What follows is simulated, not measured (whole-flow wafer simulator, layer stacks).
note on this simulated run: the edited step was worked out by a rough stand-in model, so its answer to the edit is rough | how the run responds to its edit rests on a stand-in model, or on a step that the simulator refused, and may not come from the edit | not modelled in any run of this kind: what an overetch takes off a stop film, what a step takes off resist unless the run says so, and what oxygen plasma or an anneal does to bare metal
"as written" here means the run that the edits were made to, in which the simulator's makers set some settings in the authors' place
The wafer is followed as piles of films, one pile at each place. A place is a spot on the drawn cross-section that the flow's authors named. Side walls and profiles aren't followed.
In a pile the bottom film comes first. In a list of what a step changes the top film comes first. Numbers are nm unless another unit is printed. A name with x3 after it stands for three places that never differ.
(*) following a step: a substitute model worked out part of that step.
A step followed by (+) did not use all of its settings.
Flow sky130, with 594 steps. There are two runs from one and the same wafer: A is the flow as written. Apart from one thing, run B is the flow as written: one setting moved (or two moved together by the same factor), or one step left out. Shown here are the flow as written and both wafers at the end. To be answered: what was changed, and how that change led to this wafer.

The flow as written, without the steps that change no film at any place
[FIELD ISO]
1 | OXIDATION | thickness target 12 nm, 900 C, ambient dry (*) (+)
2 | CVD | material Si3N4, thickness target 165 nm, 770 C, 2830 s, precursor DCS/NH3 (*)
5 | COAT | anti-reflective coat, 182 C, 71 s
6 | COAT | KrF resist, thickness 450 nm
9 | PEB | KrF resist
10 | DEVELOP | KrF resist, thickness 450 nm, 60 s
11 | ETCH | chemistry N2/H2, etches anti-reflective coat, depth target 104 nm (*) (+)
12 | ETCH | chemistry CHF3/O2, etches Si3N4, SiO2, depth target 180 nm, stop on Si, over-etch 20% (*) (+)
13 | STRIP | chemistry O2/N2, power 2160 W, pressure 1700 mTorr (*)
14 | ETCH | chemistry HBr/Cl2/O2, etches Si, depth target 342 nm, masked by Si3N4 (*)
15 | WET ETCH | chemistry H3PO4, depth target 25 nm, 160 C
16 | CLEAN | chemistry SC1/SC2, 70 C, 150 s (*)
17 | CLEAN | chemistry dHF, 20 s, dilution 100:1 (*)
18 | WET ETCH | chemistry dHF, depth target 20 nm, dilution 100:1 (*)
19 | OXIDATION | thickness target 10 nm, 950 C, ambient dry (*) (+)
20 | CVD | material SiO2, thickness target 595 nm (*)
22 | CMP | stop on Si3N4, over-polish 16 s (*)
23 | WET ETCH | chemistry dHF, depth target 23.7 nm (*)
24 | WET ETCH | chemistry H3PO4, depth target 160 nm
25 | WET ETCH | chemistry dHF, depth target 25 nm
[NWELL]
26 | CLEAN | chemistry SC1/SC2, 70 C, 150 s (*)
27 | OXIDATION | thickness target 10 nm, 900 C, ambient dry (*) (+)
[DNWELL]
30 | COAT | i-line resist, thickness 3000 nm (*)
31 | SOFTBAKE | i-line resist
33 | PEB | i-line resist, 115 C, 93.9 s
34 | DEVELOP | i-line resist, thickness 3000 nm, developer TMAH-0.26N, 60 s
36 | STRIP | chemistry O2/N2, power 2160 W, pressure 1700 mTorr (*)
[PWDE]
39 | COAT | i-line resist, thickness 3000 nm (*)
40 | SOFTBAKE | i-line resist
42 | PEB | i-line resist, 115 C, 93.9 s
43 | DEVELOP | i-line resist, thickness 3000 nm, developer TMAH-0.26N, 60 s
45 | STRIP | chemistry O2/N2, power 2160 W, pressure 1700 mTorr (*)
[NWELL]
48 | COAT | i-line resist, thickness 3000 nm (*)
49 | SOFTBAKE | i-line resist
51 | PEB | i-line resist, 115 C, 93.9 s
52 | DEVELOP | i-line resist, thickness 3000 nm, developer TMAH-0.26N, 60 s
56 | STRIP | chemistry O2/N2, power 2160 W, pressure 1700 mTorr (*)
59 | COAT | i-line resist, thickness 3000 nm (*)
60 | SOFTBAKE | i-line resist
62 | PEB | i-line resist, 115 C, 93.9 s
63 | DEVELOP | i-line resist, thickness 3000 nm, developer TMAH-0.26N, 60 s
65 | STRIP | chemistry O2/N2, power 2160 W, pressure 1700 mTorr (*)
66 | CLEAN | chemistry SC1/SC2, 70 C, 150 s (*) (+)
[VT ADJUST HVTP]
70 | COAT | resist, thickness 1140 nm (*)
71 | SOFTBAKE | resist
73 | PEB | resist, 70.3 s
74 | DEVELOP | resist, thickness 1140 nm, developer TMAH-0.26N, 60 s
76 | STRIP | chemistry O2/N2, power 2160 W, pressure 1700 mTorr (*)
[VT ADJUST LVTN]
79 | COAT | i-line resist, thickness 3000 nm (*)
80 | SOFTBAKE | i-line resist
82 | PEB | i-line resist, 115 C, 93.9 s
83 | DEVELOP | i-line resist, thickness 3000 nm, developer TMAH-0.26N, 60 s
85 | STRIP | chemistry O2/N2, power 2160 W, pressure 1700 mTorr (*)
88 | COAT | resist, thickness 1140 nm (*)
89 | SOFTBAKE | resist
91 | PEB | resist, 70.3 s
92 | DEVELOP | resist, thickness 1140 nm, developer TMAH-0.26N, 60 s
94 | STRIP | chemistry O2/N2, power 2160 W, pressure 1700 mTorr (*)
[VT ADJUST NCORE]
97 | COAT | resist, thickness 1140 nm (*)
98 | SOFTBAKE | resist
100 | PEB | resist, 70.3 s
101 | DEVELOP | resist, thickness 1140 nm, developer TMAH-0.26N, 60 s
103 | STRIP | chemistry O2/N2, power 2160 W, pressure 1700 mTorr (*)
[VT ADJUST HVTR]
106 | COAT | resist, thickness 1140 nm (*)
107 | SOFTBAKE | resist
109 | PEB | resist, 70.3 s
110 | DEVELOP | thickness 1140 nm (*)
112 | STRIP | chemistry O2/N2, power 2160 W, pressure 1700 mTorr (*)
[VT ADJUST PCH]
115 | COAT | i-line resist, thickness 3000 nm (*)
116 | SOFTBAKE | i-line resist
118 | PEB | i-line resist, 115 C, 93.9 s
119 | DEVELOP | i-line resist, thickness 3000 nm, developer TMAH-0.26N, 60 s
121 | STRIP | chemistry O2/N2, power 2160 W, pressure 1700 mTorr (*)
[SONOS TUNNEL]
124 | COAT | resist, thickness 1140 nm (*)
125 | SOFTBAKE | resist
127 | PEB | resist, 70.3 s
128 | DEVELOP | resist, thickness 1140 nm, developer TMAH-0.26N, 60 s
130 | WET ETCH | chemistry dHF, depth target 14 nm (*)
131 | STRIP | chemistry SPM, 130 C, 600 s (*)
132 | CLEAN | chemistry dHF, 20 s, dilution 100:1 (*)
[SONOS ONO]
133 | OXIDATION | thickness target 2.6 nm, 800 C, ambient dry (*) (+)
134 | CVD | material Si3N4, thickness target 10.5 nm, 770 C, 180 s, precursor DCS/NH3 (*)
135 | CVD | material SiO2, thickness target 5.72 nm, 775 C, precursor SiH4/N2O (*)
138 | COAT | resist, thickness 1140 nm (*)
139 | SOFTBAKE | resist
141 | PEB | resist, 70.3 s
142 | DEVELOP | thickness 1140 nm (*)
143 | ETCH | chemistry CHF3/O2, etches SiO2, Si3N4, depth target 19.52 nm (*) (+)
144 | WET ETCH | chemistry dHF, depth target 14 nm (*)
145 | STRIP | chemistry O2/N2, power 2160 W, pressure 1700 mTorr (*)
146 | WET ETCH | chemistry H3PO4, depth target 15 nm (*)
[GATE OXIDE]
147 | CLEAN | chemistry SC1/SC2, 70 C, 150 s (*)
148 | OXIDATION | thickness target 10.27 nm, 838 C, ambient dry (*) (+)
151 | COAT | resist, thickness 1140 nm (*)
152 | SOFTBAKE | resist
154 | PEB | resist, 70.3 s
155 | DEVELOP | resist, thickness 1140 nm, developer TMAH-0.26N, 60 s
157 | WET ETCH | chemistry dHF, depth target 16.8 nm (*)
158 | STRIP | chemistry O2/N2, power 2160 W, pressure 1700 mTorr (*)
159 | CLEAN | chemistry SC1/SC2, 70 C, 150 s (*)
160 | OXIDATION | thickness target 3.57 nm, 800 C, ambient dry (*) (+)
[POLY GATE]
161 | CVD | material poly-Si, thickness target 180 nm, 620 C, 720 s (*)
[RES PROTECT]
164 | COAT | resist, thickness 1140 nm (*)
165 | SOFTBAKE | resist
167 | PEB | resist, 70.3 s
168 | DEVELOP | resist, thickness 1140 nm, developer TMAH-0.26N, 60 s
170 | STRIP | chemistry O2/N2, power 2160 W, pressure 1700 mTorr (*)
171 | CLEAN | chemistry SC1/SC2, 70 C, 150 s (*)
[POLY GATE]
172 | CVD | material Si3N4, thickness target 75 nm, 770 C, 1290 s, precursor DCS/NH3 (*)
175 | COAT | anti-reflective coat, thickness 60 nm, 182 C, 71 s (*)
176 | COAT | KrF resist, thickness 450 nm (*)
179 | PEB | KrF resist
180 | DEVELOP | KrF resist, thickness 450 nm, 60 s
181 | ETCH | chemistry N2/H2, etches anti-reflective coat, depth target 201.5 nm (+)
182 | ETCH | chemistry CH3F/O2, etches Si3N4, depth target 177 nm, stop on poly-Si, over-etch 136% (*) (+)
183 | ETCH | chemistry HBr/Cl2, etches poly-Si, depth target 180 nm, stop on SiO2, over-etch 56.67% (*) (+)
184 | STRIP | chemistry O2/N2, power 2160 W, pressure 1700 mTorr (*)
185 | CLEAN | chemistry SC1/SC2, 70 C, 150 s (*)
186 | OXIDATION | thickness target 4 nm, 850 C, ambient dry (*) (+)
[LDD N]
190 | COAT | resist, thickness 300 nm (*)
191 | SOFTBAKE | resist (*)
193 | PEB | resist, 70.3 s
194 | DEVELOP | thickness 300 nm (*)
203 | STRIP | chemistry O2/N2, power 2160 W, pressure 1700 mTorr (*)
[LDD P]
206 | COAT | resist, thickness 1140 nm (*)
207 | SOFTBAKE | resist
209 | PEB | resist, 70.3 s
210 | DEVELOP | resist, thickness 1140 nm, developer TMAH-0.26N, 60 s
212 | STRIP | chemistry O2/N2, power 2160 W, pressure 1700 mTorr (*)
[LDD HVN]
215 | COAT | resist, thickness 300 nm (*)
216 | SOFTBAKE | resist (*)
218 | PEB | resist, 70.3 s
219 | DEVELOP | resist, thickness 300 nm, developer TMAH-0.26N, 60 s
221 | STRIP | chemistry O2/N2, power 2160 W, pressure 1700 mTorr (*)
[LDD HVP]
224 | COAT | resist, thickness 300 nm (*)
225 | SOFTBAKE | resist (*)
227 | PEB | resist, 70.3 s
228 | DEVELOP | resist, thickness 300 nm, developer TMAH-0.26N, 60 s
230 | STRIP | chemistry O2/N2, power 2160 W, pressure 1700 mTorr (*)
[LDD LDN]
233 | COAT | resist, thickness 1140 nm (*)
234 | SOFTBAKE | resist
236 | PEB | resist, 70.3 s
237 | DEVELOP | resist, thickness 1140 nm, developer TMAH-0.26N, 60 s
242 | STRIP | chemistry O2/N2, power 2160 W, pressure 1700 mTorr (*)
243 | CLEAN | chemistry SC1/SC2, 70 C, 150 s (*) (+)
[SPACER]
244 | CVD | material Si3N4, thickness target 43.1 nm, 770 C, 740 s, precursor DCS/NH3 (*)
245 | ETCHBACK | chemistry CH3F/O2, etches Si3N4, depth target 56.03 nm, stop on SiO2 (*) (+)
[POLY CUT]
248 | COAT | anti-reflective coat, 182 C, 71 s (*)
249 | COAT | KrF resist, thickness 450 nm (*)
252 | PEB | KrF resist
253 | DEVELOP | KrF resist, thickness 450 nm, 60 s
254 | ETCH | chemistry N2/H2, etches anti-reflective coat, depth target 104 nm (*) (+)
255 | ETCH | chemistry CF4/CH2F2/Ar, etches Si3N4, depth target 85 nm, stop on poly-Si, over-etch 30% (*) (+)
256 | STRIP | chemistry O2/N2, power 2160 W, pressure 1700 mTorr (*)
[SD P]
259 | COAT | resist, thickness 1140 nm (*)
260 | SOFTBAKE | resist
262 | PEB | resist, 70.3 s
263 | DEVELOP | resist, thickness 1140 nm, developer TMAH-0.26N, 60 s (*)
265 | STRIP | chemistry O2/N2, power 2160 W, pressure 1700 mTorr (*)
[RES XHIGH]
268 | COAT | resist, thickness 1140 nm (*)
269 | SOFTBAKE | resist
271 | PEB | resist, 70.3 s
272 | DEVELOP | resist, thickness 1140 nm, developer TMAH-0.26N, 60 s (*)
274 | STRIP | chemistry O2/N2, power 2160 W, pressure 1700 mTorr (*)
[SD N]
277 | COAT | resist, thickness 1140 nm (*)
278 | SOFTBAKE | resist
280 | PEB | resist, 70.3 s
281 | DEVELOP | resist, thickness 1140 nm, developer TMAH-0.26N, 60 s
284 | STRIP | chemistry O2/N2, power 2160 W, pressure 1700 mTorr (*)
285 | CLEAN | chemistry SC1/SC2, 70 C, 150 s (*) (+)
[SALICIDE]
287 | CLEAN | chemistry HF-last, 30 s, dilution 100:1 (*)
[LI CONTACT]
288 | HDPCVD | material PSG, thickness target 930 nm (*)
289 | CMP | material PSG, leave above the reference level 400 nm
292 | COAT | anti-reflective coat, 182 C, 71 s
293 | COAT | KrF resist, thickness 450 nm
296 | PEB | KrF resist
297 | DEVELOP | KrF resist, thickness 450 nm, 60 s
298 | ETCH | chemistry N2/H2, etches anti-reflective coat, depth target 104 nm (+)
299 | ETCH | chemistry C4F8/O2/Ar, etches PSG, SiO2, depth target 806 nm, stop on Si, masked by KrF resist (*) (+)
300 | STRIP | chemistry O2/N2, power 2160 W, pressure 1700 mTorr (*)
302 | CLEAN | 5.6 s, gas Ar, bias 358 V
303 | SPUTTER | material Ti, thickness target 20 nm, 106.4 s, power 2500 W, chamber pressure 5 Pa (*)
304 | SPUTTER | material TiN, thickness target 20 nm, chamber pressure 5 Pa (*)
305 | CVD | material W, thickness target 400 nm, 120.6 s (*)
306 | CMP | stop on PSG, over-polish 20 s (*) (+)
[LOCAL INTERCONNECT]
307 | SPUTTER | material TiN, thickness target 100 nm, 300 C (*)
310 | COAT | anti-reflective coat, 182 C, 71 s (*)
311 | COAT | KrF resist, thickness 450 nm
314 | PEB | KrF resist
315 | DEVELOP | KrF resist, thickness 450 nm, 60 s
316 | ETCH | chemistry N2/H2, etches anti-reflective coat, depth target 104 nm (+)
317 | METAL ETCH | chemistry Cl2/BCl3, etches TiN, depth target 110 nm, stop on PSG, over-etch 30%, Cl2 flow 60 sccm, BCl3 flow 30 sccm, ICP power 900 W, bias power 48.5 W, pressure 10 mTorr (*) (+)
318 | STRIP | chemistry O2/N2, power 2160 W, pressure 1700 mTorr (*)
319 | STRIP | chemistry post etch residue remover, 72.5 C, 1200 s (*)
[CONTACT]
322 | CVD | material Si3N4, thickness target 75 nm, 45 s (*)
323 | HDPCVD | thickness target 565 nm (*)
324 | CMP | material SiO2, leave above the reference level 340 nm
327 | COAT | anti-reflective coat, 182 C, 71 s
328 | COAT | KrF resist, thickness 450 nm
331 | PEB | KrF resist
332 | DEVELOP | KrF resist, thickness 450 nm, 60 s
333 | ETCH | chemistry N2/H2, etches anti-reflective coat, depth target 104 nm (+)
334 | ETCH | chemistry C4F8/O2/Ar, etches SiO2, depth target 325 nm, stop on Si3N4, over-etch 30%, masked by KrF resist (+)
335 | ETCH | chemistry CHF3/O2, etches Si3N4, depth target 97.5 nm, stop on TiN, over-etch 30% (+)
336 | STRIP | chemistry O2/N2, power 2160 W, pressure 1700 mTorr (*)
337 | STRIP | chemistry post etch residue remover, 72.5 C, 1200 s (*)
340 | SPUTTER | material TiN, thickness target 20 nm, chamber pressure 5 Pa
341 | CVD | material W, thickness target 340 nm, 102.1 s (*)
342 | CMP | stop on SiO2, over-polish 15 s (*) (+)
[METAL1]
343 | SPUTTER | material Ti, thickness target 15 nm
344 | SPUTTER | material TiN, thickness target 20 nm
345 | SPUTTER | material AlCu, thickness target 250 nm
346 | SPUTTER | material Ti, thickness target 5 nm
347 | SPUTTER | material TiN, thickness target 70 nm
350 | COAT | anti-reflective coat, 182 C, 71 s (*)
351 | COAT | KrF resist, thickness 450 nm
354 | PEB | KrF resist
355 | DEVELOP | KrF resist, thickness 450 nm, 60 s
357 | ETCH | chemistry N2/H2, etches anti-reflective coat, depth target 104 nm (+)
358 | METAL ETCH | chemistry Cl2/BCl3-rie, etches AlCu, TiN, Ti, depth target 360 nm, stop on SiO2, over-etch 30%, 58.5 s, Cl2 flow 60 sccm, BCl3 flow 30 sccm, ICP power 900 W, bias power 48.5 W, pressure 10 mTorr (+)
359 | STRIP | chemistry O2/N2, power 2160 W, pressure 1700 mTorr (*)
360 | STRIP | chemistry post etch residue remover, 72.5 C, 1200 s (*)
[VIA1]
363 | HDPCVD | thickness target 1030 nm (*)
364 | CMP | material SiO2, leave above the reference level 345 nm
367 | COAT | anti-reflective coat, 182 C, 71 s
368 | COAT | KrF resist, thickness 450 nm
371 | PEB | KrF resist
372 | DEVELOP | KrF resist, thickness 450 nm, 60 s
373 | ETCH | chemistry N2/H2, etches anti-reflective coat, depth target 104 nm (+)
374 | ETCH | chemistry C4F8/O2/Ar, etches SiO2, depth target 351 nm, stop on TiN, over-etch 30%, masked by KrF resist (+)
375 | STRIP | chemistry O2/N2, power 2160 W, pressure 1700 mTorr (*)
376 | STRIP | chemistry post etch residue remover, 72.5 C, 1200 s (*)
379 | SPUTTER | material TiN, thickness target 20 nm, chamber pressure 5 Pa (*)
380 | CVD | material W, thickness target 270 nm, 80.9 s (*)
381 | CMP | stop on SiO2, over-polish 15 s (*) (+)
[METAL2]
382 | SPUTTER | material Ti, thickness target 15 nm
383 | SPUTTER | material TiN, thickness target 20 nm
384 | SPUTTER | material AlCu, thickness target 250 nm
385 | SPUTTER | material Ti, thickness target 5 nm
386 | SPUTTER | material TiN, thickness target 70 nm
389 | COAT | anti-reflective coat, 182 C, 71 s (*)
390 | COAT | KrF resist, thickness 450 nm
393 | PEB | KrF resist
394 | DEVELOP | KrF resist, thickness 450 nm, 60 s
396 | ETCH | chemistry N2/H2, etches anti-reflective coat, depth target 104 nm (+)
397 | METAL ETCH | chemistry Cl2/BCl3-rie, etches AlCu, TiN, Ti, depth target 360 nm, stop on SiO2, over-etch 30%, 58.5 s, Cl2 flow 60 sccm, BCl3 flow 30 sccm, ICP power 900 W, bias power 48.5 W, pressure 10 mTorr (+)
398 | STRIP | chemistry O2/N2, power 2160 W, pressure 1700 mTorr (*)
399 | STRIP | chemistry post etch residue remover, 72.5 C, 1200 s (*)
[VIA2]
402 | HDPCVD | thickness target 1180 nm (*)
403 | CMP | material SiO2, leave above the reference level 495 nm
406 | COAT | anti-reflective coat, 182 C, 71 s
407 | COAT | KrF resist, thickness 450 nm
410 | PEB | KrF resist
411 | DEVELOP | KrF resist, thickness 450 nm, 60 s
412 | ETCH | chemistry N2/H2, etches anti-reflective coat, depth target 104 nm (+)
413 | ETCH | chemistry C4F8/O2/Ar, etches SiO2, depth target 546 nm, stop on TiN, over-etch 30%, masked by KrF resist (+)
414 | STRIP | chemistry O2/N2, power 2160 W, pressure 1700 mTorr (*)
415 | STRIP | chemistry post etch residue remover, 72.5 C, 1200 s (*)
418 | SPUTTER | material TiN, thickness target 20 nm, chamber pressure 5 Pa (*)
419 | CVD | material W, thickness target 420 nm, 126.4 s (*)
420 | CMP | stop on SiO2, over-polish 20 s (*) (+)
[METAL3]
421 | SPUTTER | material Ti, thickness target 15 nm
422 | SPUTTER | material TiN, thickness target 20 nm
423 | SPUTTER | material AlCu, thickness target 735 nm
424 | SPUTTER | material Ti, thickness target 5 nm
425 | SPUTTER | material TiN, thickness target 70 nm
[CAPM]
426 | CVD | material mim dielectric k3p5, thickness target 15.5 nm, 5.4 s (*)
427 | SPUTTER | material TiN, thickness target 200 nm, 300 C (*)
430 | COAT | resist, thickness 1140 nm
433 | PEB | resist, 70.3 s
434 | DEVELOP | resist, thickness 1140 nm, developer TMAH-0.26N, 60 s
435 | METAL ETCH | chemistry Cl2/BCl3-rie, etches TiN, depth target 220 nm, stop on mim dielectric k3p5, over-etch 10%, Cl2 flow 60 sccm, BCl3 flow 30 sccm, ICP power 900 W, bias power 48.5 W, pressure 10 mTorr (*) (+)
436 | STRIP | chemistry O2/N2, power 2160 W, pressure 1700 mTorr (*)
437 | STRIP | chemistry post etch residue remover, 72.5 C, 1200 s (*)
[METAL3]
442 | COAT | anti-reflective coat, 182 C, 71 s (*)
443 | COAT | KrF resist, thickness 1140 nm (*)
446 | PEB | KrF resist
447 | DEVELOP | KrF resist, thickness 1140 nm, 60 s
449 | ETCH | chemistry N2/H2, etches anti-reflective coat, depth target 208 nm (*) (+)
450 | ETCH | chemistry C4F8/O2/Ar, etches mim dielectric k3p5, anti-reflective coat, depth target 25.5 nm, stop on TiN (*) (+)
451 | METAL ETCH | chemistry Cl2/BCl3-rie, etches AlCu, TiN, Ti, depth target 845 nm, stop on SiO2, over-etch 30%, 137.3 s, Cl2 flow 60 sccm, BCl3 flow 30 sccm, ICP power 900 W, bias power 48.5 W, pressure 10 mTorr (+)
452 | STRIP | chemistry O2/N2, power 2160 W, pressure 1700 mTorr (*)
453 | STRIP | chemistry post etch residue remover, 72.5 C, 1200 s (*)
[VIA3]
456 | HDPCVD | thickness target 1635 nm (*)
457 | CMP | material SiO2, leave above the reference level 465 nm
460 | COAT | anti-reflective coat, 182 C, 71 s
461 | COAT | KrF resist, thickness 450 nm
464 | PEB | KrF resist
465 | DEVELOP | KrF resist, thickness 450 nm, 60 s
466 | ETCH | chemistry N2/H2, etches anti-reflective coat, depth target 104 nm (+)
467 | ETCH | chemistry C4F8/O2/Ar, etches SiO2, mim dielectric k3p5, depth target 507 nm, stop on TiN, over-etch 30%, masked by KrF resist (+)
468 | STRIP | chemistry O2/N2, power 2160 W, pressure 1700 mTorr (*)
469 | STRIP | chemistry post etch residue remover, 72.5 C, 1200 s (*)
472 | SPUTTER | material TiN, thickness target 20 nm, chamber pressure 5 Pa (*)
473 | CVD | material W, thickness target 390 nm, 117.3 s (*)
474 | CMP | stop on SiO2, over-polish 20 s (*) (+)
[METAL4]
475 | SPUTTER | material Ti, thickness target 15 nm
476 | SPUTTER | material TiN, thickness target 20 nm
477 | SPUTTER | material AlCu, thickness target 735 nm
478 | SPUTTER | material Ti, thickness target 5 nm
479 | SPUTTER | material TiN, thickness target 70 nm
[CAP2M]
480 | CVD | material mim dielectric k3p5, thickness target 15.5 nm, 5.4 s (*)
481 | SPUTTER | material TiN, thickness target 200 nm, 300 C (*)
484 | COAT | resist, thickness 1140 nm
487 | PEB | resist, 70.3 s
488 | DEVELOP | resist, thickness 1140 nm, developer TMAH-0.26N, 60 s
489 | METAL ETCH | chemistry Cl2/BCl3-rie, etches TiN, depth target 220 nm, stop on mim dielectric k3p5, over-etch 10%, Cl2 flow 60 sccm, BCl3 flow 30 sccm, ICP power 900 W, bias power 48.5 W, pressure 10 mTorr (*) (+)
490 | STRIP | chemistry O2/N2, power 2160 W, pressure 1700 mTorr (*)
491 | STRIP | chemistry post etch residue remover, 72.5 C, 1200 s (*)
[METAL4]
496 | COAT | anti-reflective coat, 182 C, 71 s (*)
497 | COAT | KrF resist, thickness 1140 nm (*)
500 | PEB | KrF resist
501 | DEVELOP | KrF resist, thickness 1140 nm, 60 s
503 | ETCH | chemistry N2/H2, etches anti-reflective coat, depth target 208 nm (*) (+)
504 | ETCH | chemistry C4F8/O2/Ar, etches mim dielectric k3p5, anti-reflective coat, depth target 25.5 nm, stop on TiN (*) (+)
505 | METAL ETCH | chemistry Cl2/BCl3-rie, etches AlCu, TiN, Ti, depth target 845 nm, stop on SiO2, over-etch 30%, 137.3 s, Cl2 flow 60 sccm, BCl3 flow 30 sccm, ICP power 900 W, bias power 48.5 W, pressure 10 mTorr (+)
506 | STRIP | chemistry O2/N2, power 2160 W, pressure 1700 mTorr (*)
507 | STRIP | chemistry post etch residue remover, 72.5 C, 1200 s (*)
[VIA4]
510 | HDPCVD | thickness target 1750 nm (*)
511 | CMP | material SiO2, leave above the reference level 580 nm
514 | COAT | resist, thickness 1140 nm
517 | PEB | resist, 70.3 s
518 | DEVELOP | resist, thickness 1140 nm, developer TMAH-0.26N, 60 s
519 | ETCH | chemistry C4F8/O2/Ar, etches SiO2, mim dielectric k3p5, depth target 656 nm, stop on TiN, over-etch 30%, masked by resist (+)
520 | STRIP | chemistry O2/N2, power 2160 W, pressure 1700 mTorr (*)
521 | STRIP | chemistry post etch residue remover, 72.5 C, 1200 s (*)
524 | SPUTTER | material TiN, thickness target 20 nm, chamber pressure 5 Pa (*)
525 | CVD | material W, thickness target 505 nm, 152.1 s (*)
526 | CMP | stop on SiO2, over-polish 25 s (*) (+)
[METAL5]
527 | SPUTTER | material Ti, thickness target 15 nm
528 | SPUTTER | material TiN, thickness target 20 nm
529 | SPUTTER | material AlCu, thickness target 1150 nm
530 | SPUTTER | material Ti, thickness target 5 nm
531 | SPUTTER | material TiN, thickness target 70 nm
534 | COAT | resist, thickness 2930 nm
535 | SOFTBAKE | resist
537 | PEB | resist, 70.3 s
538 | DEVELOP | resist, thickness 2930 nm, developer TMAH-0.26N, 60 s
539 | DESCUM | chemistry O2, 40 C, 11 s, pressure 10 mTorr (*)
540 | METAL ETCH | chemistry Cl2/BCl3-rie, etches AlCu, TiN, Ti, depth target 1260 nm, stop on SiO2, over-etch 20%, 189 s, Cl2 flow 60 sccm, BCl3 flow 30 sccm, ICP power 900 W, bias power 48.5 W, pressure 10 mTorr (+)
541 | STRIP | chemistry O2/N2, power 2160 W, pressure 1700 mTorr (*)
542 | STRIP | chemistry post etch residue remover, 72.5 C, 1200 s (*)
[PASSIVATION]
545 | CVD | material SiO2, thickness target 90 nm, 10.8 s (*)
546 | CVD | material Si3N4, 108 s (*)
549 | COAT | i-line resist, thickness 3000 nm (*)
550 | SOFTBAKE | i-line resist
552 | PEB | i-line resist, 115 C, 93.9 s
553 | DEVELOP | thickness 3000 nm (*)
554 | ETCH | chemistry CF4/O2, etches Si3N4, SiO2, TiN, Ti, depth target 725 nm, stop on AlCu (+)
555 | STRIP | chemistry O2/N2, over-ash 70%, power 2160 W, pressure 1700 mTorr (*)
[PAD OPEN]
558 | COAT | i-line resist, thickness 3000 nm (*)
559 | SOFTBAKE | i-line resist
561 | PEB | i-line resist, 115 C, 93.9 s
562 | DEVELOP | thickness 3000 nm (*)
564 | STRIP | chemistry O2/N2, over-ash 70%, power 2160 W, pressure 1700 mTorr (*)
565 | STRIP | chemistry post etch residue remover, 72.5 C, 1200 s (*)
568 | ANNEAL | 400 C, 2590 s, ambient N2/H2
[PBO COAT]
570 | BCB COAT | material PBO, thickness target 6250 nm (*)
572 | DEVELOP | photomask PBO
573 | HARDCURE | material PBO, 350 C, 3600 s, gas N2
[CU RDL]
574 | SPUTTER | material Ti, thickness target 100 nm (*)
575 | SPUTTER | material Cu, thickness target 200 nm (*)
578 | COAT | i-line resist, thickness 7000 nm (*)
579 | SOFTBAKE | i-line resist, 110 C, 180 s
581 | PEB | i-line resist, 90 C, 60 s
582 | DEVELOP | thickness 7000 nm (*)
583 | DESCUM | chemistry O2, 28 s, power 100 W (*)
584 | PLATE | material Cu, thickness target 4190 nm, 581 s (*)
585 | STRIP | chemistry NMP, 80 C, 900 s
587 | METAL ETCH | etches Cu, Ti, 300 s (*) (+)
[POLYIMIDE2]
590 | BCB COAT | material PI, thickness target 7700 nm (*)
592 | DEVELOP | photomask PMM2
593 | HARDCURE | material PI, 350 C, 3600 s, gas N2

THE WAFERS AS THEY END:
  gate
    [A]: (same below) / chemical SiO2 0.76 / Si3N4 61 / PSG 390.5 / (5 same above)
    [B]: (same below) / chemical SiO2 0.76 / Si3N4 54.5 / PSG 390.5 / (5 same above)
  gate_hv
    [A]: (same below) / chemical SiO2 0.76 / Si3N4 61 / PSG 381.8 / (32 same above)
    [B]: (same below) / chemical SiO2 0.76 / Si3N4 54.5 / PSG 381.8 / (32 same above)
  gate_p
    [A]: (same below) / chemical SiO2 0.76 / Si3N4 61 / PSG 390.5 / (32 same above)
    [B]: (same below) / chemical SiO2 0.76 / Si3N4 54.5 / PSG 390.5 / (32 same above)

Cause: step 244, CVD: thickness target 36.6 nm was run, whereas the flow has thickness target 43.1 nm; step 244, CVD: 629 s was run, where the flow has 740 s.

Step by step, how the change led to this:
  244 | CVD | material Si3N4, thickness target 43.1 nm, 770 C, 740 s, precursor DCS/NH3 (*)
      field, active, p_well and 101 more: A Si3N4 gains 43.1 (new film) | B Si3N4 gains 36.6 (new film)
      n_well, gate, gate_hv and 74 more: A Si3N4 gains 43.1 | B Si3N4 gains 36.6
  245 | ETCHBACK | chemistry CH3F/O2, etches Si3N4, depth target 56.03 nm, stop on SiO2 (*) (+)
      field, active, p_well and 101 more: A Si3N4 loses 43.1 (all of it), SiO2 loses 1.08 | B Si3N4 loses 36.6 (all of it), SiO2 loses 1.62
  248 | COAT | anti-reflective coat, 182 C, 71 s (*)
      active: A anti-reflective coat gains 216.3 (new film) | B anti-reflective coat gains 210.8 (new film)
      gate_hv: A anti-reflective coat gains 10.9 (new film) | B anti-reflective coat gains 12.9 (new film)
      (and at 47 other places as well)
  254 | ETCH | chemistry N2/H2, etches anti-reflective coat, depth target 104 nm (*) (+)
      rxpo_ln: A anti-reflective coat loses 23.9 (all of it), Si3N4 loses 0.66 | B anti-reflective coat loses 22.1 (all of it), Si3N4 loses 0.7
  255 | ETCH | chemistry CF4/CH2F2/Ar, etches Si3N4, depth target 85 nm, stop on poly-Si, over-etch 30% (*) (+)
      field, active, n_well and 180 more: A KrF resist loses 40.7 | B KrF resist loses 36.5
      rpo_wd, rxpo_wd: A Si3N4 loses 61.6 (all of it), chemical SiO2 loses 0.75 (all of it) | B Si3N4 loses 55.1 (all of it), chemical SiO2 loses 0.75 (all of it)
      (and at 5 other places as well)
  256 | STRIP | chemistry O2/N2, power 2160 W, pressure 1700 mTorr (*)
      active: A KrF resist loses 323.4 (all of it), anti-reflective coat loses 216.3 (all of it) | B KrF resist loses 329.8 (all of it), anti-reflective coat loses 210.8 (all of it)
      n_well: A KrF resist loses 262 (all of it), anti-reflective coat loses 3 (all of it) | B KrF resist loses 270.1 (all of it), anti-reflective coat loses 3 (all of it)
      (and at 76 other places as well)
  289 | CMP | material PSG, leave above the reference level 400 nm
      active, p_well, sd_n and 19 more: A PSG loses 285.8 | B PSG loses 291.8
      ndiff_dn: A PSG loses 286 | B PSG loses 292
      (and at 1 other place as well)
  299 | ETCH | chemistry C4F8/O2/Ar, etches PSG, SiO2, depth target 806 nm, stop on Si, masked by KrF resist (*) (+)
      contact, ndiff_licon, ndiff_licon_cpp: A PSG loses 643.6 (all of it), SiO2 loses 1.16 (all of it) | B PSG loses 637.6 (all of it), SiO2 loses 0.62 (all of it)
  306 | CMP | stop on PSG, over-polish 20 s (*) (+)
      poly_licon: A W loses 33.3 | B W loses 39.8
